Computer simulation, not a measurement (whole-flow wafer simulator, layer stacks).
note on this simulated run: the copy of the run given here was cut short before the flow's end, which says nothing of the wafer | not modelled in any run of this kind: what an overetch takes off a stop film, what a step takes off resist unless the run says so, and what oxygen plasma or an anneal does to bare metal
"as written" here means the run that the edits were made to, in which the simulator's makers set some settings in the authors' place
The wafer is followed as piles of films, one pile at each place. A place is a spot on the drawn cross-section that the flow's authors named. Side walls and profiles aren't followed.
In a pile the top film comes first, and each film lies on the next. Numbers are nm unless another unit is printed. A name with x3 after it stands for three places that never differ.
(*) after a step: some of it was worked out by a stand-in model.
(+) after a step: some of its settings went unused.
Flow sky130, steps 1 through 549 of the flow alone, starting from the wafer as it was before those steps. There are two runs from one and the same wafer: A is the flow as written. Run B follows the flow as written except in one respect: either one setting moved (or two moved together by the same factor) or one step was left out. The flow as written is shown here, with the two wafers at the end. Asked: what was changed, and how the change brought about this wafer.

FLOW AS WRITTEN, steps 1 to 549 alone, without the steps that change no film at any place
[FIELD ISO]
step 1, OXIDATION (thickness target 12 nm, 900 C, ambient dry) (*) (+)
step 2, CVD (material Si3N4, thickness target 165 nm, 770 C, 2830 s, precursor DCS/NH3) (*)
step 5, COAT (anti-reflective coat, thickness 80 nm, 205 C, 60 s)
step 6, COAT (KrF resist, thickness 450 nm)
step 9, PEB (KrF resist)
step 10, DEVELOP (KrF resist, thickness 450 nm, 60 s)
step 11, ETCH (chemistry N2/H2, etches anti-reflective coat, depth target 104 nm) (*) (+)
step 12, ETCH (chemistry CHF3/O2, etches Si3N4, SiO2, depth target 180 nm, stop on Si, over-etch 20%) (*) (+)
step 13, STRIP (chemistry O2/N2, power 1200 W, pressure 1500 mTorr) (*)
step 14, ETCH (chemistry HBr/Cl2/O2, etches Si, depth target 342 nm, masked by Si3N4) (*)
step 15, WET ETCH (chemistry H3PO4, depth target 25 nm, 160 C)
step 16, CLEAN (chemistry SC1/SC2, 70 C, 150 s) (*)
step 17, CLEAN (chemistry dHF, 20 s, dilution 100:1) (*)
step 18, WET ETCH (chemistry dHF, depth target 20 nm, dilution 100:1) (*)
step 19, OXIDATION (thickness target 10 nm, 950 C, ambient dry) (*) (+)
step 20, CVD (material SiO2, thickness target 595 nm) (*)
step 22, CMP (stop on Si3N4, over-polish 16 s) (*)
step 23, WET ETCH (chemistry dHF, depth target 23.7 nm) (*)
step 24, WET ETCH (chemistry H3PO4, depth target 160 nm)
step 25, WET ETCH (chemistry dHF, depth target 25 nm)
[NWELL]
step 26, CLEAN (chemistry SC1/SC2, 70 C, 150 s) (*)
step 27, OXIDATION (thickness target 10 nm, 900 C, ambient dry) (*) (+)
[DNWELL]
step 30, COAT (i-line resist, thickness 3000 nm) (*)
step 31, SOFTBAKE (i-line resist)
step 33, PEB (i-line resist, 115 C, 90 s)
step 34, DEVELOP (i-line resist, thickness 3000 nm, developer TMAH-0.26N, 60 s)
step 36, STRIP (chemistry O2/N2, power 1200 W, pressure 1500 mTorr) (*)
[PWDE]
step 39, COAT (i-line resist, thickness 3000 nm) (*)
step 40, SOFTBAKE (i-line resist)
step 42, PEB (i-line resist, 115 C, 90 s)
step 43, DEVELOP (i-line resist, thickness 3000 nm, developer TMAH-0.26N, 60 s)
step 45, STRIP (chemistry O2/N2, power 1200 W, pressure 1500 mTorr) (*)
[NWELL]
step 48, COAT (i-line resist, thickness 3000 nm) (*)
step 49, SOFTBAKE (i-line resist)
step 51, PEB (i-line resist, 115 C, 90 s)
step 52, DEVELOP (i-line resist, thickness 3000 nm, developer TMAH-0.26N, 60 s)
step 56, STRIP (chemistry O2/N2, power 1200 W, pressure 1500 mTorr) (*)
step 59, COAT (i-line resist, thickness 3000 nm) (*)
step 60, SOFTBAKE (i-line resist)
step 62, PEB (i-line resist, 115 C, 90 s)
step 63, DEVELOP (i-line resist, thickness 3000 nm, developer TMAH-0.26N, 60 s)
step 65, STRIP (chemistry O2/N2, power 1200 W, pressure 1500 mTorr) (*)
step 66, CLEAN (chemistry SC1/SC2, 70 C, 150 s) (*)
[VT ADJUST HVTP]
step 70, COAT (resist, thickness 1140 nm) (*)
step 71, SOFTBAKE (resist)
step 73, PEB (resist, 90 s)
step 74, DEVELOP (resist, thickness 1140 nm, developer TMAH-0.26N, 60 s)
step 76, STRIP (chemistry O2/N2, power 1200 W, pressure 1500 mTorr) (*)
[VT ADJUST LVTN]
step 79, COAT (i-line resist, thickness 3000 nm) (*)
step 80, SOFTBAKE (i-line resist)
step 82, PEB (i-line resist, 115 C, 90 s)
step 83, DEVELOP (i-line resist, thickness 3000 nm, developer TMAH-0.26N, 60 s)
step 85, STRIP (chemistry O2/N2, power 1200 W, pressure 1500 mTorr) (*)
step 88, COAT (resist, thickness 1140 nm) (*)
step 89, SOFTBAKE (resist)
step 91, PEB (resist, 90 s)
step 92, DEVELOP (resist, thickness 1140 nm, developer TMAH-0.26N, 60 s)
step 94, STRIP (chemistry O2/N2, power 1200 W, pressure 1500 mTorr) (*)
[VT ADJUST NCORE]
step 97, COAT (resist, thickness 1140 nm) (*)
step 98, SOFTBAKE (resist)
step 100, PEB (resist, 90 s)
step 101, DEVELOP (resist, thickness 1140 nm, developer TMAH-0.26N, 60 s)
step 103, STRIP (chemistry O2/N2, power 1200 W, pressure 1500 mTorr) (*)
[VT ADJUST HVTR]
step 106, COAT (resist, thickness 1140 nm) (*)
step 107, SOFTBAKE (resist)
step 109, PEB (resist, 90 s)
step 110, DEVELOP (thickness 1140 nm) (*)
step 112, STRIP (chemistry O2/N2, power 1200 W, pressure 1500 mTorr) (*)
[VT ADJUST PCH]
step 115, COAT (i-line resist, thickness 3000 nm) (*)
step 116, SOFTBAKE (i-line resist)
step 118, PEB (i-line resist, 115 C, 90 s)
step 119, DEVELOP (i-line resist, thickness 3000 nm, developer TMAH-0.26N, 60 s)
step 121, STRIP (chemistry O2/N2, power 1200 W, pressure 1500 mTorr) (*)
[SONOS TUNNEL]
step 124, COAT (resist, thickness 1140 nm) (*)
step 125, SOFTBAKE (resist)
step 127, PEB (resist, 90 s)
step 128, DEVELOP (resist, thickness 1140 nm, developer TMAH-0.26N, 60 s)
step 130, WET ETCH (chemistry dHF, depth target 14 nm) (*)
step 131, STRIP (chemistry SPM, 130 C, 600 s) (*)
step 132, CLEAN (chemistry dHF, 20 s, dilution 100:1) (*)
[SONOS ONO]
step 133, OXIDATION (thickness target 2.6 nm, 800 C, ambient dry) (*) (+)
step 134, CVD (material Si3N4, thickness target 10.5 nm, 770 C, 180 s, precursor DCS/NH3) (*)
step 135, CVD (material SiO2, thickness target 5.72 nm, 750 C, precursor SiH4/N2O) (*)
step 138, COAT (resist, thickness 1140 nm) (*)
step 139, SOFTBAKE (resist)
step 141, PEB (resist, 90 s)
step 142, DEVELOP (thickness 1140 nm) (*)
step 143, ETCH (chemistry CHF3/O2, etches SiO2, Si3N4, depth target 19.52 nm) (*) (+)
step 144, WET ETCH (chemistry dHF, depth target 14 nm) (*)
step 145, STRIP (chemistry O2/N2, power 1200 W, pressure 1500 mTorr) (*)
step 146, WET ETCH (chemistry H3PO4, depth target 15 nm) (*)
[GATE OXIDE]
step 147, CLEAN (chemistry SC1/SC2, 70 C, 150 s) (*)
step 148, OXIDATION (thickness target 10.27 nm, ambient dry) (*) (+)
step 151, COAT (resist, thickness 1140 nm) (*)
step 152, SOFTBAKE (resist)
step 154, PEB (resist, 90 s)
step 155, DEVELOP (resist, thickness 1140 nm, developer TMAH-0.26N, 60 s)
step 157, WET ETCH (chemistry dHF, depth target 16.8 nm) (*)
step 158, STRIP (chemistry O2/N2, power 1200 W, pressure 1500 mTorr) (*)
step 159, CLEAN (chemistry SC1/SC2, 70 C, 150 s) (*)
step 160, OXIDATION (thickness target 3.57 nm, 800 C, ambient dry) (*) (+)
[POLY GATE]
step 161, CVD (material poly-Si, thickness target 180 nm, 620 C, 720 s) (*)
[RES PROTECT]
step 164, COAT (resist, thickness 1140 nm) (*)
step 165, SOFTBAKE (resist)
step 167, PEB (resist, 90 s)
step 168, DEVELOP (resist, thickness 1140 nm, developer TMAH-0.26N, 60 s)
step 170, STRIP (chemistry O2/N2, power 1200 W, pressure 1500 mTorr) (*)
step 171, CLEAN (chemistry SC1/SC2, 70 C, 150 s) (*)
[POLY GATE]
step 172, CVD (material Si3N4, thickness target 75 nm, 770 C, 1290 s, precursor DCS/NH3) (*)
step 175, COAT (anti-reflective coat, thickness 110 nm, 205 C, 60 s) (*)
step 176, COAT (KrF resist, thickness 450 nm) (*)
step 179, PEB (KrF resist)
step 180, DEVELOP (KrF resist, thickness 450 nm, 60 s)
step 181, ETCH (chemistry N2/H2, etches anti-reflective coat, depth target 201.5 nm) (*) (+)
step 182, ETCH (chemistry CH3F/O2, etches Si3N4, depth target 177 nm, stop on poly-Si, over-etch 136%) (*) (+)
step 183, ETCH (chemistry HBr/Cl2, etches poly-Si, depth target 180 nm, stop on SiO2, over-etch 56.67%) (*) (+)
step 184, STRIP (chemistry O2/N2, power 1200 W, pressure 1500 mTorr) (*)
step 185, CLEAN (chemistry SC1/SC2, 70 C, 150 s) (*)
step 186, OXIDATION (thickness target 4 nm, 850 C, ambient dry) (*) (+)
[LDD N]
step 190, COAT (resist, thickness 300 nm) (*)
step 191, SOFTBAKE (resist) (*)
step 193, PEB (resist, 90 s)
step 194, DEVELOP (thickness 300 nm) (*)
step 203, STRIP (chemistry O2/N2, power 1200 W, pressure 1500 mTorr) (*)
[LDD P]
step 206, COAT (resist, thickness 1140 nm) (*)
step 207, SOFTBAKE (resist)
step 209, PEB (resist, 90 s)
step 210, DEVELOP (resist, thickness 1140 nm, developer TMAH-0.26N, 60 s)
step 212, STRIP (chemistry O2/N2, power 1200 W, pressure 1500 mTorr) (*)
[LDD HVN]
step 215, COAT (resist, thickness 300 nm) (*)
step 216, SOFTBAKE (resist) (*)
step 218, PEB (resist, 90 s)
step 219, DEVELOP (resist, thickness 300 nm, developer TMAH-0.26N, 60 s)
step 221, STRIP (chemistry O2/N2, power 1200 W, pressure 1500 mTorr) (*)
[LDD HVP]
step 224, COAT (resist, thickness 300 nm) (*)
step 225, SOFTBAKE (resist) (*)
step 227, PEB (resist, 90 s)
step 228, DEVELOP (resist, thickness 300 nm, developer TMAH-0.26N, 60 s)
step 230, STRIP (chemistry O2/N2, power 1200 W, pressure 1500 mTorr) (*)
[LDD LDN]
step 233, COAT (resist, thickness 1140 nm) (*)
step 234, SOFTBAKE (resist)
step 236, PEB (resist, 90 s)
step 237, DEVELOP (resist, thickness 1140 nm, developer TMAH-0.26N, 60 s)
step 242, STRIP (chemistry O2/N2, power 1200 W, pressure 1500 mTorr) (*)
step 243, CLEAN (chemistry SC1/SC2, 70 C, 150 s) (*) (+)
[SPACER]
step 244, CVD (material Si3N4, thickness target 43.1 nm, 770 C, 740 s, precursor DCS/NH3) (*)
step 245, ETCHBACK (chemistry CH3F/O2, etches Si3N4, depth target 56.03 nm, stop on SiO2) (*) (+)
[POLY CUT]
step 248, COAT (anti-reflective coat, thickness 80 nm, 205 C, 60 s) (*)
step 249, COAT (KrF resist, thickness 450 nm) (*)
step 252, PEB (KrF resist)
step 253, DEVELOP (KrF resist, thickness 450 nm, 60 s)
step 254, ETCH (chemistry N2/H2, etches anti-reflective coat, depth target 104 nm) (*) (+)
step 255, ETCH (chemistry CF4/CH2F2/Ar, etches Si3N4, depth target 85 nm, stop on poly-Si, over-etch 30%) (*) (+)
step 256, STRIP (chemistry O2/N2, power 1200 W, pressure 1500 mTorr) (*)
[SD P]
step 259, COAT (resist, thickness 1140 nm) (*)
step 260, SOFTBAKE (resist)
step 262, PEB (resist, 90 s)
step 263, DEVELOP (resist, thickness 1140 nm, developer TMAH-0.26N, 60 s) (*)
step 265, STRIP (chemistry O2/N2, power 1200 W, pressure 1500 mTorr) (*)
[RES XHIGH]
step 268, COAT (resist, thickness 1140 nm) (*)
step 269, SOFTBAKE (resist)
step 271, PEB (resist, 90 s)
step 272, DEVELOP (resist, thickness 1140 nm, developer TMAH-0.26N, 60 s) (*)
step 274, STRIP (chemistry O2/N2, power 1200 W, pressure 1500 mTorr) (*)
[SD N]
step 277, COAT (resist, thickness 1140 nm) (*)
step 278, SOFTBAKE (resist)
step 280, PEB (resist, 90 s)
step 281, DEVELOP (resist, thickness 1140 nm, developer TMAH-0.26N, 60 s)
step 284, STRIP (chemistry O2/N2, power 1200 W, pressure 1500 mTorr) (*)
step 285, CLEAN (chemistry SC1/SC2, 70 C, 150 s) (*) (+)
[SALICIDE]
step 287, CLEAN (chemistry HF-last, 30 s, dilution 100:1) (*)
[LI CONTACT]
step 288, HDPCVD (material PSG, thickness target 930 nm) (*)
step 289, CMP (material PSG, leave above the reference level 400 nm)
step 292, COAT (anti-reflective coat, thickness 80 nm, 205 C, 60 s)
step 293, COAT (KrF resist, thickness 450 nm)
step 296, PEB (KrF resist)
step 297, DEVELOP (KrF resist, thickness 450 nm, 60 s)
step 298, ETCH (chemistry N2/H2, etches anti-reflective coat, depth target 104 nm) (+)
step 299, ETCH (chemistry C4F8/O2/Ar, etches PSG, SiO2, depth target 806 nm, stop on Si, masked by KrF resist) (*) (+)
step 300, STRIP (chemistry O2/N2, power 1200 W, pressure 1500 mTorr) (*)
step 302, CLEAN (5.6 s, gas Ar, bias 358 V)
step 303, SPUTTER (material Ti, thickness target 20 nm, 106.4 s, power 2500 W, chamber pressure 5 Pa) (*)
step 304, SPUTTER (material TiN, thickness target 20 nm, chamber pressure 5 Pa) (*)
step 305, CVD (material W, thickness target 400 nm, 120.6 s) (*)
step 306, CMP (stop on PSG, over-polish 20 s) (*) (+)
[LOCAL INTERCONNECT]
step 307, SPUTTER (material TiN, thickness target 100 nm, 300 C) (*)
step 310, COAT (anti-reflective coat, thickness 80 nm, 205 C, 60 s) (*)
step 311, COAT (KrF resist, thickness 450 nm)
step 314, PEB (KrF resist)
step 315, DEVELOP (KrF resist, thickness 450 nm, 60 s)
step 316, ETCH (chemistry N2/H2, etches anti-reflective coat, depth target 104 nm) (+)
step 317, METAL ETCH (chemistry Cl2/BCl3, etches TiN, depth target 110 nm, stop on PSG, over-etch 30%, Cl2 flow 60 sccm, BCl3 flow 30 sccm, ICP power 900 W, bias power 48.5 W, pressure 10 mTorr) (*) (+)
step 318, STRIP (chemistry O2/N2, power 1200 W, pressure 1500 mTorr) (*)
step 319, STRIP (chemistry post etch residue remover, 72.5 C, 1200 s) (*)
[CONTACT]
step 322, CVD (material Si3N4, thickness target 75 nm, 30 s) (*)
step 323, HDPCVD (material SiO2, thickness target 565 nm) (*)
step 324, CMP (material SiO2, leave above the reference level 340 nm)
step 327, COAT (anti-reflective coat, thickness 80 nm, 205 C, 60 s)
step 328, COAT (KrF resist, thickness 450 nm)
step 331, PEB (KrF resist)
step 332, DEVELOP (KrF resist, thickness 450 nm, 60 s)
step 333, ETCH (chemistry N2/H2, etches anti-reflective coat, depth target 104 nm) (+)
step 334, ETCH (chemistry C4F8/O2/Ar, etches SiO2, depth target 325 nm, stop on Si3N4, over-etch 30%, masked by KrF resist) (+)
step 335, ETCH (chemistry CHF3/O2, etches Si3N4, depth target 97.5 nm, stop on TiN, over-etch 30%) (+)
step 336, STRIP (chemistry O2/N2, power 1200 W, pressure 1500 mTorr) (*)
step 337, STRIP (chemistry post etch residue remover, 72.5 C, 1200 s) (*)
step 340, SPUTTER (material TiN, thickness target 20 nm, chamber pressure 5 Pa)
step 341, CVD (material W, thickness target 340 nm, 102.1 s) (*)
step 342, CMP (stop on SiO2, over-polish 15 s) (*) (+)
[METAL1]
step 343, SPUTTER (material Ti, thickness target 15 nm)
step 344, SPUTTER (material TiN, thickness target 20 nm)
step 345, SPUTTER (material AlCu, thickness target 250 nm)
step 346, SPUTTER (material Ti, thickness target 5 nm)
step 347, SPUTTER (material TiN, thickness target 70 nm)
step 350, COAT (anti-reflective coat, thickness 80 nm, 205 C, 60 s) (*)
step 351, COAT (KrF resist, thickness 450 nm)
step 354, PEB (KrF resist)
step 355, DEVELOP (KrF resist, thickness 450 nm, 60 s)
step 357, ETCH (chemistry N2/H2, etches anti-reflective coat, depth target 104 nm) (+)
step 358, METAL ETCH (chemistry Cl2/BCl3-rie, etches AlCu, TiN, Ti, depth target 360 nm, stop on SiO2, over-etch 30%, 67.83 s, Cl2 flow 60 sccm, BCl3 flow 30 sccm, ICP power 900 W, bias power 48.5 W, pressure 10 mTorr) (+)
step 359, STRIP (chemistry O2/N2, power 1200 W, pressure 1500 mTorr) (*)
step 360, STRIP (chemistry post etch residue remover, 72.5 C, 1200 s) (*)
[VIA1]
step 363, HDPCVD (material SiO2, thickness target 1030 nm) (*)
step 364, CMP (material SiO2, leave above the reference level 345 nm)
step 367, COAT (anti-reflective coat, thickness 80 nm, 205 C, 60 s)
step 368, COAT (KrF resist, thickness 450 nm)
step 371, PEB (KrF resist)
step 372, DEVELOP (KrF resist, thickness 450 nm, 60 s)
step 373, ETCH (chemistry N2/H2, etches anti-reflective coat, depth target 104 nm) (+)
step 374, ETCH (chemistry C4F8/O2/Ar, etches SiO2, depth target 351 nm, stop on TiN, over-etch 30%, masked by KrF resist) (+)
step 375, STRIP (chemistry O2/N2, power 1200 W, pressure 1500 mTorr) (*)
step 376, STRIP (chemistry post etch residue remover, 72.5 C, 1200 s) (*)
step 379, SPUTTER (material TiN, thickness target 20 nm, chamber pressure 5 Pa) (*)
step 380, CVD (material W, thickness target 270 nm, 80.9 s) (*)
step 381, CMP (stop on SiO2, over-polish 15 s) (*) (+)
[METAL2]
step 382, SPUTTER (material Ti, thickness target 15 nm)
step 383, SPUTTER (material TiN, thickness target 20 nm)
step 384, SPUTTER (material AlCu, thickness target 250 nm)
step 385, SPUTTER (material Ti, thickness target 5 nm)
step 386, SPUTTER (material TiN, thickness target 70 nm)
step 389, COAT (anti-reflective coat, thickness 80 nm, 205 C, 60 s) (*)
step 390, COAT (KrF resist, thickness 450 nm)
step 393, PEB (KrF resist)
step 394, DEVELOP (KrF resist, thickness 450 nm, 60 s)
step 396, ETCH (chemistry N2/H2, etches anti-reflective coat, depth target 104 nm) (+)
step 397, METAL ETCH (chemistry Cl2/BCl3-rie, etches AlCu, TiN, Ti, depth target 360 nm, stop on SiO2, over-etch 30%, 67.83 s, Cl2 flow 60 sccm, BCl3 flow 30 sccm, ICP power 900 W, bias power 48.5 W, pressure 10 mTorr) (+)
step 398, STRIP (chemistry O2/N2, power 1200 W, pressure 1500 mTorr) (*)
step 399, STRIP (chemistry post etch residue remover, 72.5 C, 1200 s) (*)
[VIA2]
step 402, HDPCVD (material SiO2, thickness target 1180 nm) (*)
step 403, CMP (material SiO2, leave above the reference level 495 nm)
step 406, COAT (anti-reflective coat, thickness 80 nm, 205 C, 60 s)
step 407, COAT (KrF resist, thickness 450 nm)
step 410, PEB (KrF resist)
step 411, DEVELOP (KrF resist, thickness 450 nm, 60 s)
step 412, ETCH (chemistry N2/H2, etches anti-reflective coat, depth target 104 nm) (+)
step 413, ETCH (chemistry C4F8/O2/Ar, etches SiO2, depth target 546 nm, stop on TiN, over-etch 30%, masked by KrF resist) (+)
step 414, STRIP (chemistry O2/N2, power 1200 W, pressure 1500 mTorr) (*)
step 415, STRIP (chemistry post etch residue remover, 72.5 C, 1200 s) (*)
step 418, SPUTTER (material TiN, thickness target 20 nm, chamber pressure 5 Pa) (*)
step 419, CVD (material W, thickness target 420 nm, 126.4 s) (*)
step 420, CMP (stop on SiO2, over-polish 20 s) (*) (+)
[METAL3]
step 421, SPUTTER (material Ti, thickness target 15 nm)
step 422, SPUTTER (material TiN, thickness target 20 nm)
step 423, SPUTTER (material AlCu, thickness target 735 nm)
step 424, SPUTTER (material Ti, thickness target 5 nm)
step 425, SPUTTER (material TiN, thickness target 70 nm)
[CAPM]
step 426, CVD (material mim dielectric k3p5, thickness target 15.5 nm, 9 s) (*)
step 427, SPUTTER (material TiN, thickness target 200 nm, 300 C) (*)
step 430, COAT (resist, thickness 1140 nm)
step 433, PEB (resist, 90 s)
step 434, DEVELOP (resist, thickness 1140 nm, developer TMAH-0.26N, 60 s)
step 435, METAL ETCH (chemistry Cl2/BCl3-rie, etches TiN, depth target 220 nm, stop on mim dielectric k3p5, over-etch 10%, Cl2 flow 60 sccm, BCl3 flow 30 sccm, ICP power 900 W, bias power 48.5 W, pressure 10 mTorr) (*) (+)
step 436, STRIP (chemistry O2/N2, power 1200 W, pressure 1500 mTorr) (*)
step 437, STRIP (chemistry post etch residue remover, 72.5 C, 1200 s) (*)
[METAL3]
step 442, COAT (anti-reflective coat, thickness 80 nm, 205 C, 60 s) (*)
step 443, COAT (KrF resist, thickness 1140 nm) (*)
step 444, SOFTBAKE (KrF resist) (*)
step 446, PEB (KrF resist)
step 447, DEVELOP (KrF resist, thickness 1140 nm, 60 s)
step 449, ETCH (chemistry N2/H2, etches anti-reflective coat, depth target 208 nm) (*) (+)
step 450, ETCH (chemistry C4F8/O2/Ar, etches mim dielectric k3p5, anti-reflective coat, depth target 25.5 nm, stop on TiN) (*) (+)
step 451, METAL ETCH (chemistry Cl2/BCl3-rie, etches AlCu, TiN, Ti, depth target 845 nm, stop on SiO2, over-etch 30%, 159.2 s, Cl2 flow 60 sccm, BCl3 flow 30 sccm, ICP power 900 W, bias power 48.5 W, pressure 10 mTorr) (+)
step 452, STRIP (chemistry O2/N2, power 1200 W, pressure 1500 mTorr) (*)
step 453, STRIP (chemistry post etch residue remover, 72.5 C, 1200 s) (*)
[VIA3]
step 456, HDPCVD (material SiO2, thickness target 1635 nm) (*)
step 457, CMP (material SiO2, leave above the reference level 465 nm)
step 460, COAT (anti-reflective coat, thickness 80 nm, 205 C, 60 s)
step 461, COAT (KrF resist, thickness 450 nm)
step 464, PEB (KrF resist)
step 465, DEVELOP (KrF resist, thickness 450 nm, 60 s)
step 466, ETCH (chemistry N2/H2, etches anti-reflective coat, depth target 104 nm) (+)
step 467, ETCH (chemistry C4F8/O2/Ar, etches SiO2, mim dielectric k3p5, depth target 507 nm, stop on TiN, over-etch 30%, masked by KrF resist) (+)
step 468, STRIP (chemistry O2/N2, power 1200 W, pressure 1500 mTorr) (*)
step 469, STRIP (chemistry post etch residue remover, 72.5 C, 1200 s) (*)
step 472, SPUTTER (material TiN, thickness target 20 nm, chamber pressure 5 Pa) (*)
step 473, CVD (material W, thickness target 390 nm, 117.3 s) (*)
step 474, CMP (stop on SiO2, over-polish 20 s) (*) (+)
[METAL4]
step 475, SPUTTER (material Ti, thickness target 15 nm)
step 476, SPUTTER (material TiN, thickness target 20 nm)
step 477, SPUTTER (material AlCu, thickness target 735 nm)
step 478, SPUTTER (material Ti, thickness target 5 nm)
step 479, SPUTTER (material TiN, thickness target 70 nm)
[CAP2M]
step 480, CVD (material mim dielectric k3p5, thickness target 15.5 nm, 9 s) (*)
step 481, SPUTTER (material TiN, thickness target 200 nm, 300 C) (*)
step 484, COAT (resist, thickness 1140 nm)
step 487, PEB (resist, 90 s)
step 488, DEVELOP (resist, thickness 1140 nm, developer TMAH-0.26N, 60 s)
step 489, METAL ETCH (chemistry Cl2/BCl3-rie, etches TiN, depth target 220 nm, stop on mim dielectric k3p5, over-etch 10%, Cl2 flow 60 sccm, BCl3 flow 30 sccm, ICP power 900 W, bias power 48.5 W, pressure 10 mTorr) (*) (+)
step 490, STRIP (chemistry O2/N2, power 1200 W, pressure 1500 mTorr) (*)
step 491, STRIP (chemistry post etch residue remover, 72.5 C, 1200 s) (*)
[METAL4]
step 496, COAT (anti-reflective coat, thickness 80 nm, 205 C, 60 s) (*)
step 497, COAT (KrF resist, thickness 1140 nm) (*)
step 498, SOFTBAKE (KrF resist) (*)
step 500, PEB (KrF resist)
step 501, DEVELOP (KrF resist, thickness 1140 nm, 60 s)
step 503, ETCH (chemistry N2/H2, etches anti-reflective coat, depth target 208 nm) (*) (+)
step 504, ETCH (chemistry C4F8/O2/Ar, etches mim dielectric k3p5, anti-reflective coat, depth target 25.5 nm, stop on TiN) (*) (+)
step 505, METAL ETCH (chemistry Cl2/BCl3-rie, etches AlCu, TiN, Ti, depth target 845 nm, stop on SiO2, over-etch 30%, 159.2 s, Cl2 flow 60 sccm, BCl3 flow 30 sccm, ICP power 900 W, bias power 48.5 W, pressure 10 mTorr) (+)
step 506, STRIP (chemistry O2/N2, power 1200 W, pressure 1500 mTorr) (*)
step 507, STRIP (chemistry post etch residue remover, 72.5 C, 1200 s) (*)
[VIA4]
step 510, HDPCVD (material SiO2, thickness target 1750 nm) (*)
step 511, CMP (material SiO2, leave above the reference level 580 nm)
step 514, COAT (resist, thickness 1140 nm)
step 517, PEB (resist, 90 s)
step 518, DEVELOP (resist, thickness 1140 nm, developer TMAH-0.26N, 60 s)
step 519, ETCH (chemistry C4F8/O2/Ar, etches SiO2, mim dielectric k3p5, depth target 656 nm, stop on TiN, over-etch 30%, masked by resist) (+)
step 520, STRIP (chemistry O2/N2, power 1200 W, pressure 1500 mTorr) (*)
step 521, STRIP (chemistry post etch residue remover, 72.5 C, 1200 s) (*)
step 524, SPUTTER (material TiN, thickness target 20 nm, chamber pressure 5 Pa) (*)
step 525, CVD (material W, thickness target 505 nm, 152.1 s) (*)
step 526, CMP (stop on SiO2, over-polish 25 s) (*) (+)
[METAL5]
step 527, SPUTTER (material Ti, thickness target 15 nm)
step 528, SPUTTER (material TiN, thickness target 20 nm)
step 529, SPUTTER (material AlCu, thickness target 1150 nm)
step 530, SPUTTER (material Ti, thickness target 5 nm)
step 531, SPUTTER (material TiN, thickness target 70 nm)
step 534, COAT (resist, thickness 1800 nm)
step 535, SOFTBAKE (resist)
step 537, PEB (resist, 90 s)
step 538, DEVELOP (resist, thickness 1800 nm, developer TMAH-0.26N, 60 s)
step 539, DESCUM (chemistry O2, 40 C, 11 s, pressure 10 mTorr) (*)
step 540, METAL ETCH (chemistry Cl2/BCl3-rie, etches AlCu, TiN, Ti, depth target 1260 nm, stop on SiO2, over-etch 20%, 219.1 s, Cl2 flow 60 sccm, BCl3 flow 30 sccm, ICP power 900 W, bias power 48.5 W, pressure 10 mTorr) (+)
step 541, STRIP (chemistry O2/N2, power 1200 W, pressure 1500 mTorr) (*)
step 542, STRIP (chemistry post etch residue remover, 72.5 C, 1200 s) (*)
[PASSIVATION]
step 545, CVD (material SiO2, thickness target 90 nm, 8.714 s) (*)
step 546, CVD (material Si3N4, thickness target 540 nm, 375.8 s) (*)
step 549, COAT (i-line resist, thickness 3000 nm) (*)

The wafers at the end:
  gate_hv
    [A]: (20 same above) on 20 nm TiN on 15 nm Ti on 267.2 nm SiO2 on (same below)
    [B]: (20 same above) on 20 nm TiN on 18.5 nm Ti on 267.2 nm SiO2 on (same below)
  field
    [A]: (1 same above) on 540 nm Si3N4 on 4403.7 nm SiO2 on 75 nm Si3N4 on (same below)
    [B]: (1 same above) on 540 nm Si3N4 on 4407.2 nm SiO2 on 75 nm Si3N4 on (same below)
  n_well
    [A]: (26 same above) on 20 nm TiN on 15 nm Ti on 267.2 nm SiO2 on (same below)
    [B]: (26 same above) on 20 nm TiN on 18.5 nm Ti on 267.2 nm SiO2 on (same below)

Cause: step 382, SPUTTER: thickness target 18.5 nm was run, while the flow as written has thickness target 15 nm.
One can read it off the wafer: gate_hv has Ti 18.5, and step 382 as written asks for 15 nm.

How this came from the change, step by step:
  step 382, SPUTTER (material Ti, thickness target 15 nm)
      field, active, n_well and 188 more: A +15 Ti (new film) | B +18.5 Ti (new film)
  step 397, METAL ETCH (chemistry Cl2/BCl3-rie, etches AlCu, TiN, Ti, depth target 360 nm, stop on SiO2, over-etch 30%, 67.83 s, Cl2 flow 60 sccm, BCl3 flow 30 sccm, ICP power 900 W, bias power 48.5 W, pressure 10 mTorr) (+)
      field, active, gate and 82 more: A -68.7 TiN (all of it), -5 Ti (all of it), -250 AlCu (all of it), -20 TiN (all of it), -15 Ti (all of it), -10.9 SiO2 | B -68.7 TiN (all of it), -5 Ti (all of it), -250 AlCu (all of it), -20 TiN (all of it), -18.5 Ti (all of it), -10.6 SiO2
